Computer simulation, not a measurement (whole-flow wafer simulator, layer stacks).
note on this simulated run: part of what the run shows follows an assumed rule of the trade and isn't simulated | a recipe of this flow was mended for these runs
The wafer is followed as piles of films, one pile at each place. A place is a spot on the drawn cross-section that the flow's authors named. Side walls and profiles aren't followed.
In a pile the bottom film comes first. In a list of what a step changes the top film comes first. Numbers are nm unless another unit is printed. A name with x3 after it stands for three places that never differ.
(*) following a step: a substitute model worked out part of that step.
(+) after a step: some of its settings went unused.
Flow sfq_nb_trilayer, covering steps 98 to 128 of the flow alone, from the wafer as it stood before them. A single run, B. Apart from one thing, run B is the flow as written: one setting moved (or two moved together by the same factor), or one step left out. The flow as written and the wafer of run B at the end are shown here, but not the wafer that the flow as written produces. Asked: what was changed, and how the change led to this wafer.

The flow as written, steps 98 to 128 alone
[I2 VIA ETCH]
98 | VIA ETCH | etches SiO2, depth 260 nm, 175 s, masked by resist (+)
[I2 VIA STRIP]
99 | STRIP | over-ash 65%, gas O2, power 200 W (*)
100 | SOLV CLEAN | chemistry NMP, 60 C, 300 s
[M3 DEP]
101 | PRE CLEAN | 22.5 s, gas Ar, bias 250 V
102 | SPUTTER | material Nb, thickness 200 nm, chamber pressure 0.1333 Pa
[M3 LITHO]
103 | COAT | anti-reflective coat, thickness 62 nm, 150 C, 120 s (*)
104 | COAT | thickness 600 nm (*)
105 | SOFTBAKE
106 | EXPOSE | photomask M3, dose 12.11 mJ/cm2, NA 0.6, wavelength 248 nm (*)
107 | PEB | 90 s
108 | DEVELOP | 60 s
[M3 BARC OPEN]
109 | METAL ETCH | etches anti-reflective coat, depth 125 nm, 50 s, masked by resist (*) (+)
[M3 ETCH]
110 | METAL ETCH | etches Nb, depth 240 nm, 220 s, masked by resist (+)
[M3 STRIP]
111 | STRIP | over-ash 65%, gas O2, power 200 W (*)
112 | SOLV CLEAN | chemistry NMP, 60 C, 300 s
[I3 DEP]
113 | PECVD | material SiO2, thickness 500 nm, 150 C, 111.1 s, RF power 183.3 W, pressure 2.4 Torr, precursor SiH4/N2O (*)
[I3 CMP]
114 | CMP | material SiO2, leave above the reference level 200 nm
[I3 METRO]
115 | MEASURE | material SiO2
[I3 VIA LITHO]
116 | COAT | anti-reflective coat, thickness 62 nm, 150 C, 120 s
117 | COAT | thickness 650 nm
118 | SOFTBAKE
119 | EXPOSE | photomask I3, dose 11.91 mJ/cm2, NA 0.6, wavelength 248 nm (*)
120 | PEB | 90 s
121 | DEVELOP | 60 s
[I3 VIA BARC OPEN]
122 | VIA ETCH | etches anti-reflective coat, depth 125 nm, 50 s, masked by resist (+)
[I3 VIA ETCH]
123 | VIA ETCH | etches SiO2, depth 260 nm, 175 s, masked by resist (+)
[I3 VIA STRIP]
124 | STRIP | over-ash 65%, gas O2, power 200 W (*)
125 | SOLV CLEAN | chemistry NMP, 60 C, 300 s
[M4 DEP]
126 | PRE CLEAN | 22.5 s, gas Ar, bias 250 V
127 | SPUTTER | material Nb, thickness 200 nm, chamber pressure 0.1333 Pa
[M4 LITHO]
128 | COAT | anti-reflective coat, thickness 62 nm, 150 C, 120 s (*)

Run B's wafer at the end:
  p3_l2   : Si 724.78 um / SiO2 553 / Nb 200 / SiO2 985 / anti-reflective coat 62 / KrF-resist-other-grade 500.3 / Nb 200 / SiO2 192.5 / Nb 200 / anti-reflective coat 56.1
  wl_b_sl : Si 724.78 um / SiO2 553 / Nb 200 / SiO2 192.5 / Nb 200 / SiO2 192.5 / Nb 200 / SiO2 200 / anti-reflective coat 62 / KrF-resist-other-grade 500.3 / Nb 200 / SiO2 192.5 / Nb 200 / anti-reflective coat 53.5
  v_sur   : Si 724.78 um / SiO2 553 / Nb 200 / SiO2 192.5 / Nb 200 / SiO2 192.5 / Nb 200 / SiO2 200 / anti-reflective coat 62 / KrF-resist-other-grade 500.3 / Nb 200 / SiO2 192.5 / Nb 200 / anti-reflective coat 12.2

Cause: step 99, STRIP: over-ash 65%, gas O2, power 200 W (*), was omitted.

The path from the change to this, step by step:
  101 | PRE CLEAN | 22.5 s, gas Ar, bias 250 V
      field_l, v_sur, via_wl and 102 more: KrF-resist-other-grade loses 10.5 (in the flow as written it would be: SiO2 loses 7.5)
  102 | SPUTTER | material Nb, thickness 200 nm, chamber pressure 0.1333 Pa
      via_w: Nb gains 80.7 (in the flow as written it would be: Nb gains 164.5)
  103 | COAT | anti-reflective coat, thickness 62 nm, 150 C, 120 s (*)
      via_wl, via_wr: anti-reflective coat gains 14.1 (new film) (in the flow as written it would be: anti-reflective coat gains 16.7 (new film))
      field_l: anti-reflective coat gains 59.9 (new film) (in the flow as written it would be: anti-reflective coat gains 67.6 (new film))
      (also at 5 further places)
  104 | COAT | thickness 600 nm (*)
      field_l: KrF-resist-other-grade gains 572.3 (new film) (in the flow as written it would be: KrF-resist-other-grade gains 587 (new film))
      v_sur: KrF-resist-other-grade gains 563.6 (new film) (in the flow as written it would be: KrF-resist-other-grade gains 596.4 (new film))
      (also at 4 further places)
  107 | PEB | 90 s
      via_w: KrF-resist-other-grade loses 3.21 (in the flow as written it would be: KrF-resist-other-grade loses 1.6)
  108 | DEVELOP | 60 s
      field_l: KrF-resist-other-grade loses 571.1 (all of it) (in the flow as written it would be: KrF-resist-other-grade loses 585.7 (all of it))
  109 | METAL ETCH | etches anti-reflective coat, depth 125 nm, 50 s, masked by resist (*) (+)
      field_l: anti-reflective coat loses 59.9 (all of it) (in the flow as written it would be: anti-reflective coat loses 67.6 (all of it))
  110 | METAL ETCH | etches Nb, depth 240 nm, 220 s, masked by resist (+)
      field_l, be, be_sur and 72 more: Nb loses 200 (all of it), KrF-resist-other-grade loses 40 (in the flow as written it would be: Nb loses 200 (all of it), SiO2 loses 4)
  111 | STRIP | over-ash 65%, gas O2, power 200 W (*)
      field_l, be, be_sur and 72 more: KrF-resist-other-grade loses 460.3 (all of it), anti-reflective coat loses 62 (all of it) (in the flow as written it would be: nothing)
      v_sur: KrF-resist-other-grade loses 328.3 (all of it), anti-reflective coat loses 39.4 (all of it) (in the flow as written it would be: KrF-resist-other-grade loses 361 (all of it), anti-reflective coat loses 46 (all of it))
      (also at 6 further places)
  113 | PECVD | material SiO2, thickness 500 nm, 150 C, 111.1 s, RF power 183.3 W, pressure 2.4 Torr, precursor SiH4/N2O (*)
      via_w: SiO2 gains 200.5 (new film), void gains 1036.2 (new film), SiO2 gains 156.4 (new film) (in the flow as written it would be: SiO2 gains 621.2 (new film))
      p4_g1, p4_g2, p3_s0, p3_s1, p3_s2, p3_s3, p3_s4, p3_s5: SiO2 gains 500 (in the flow as written it would be: SiO2 gains 561.1)
  114 | CMP | material SiO2, leave above the reference level 200 nm
      field_l, be, be_sur and 64 more: nothing (in the flow as written it would be: SiO2 loses 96)
      p4_g1, p4_g2, p3_s0, p3_s1, p3_s2, p3_s3, p3_s4, p3_s5: nothing (in the flow as written it would be: SiO2 loses 157.1)
      (also at 1 further place)
  116 | COAT | anti-reflective coat, thickness 62 nm, 150 C, 120 s
      m0r_line_l x3, m0r_line_r x3: anti-reflective coat gains 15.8 (new film) (in the flow as written it would be: anti-reflective coat gains 62 (new film))
      m0r_space_l, m0r_space_r, m6r_space_l x2, m6r_space_r x2: anti-reflective coat gains 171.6 (new film) (in the flow as written it would be: anti-reflective coat gains 62 (new film))
      (also at 94 further places)
  117 | COAT | thickness 650 nm
      p3_fr, m0r_line_l x3, m0r_line_r x3: KrF-resist-other-grade gains 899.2 (new film) (in the flow as written it would be: KrF-resist-other-grade gains 650 (new film))
      m0r_space_l, m0r_space_r, m6r_space_l x2, m6r_space_r x2: KrF-resist-other-grade gains 768.4 (new film) (in the flow as written it would be: KrF-resist-other-grade gains 650 (new film))
      (also at 93 further places)
  120 | PEB | 90 s
      p3_fr, m0r_line_l x3, m0r_line_r x3: KrF-resist-other-grade loses 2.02 (in the flow as written it would be: KrF-resist-other-grade loses 1.38)
      p3_s1, p3_s2, p3_s3: KrF-resist-other-grade loses 2.18 (in the flow as written it would be: KrF-resist-other-grade loses 1.38)
      (also at 10 further places)
  121 | DEVELOP | 60 s
      via_v: KrF-resist-other-grade loses 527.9 (all of it) (in the flow as written it would be: KrF-resist-other-grade loses 648.6 (all of it))
  122 | VIA ETCH | etches anti-reflective coat, depth 125 nm, 50 s, masked by resist (+)
      via_v: anti-reflective coat loses 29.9 (all of it), SiO2 loses 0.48 (in the flow as written it would be: anti-reflective coat loses 62 (all of it), SiO2 loses 0.31)
  ... 2 further steps ...
  128 | COAT | anti-reflective coat, thickness 62 nm, 150 C, 120 s (*)
      m0r_space_l, m0r_space_r, m6r_space_l x2, m6r_space_r x2: anti-reflective coat gains 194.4 (new film) (in the flow as written it would be: anti-reflective coat gains 62 (new film))
      p3_l2, p3_l3, wl_c_m6: anti-reflective coat gains 56.1 (new film) (in the flow as written it would be: anti-reflective coat gains 62 (new film))
      (also at 81 further places)
